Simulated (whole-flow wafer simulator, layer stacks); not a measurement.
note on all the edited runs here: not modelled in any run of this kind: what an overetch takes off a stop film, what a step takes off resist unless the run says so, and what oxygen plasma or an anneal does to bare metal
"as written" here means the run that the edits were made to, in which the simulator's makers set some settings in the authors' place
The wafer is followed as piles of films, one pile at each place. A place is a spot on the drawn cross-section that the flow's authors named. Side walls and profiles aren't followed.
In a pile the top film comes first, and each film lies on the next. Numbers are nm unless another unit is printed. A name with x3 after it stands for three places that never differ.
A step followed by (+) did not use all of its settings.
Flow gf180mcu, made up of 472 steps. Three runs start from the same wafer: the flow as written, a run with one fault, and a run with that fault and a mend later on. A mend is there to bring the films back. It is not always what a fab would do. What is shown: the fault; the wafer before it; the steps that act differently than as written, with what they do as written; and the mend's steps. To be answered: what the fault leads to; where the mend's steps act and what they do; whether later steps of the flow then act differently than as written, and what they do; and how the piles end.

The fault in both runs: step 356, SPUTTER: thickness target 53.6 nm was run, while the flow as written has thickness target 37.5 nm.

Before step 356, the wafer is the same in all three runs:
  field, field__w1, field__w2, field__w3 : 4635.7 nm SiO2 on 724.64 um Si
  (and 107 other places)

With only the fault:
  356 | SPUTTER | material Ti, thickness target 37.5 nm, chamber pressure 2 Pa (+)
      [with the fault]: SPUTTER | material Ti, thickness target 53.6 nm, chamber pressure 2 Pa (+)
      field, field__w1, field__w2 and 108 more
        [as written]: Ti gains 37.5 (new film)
        [with the fault]: Ti gains 53.6 (new film)
  Later steps of the flow acting differently than as written:
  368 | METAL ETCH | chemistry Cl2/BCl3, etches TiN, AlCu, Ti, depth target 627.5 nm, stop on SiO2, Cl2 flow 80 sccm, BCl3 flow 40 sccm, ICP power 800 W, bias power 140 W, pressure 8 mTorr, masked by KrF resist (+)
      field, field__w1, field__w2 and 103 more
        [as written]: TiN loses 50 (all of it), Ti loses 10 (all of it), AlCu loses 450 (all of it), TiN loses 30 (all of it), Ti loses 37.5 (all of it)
        [with the fault]: TiN loses 50 (all of it), Ti loses 10 (all of it), AlCu loses 450 (all of it), TiN loses 30 (all of it), Ti loses 53.6 (all of it)
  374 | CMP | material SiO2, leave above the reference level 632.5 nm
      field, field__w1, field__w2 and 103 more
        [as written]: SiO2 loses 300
        [with the fault]: SiO2 loses 283.9
  At field__w8, contact, m1, m1__w1, m1_nw, the piles at the end differ from the flow's by more than 2% or 0.5 nm, whichever is larger.
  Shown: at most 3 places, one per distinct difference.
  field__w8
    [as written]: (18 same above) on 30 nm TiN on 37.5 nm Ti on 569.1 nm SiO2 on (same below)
    [with the fault]: (18 same above) on 30 nm TiN on 53.6 nm Ti on 569.1 nm SiO2 on (same below)
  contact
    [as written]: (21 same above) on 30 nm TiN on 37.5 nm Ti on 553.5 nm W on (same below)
    [with the fault]: (21 same above) on 30 nm TiN on 53.6 nm Ti on 553.5 nm W on (same below)

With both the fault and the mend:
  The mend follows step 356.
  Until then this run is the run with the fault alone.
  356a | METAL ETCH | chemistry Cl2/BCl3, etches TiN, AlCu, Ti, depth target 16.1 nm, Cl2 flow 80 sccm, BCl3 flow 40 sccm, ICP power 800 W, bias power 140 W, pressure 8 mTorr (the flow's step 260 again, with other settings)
      field, field__w1, field__w2 and 108 more
        Ti loses 16.1
  Later steps of the flow that are run all act as written at every place that is followed.
  By the end, the piles equal the flow's at every place that both follow.
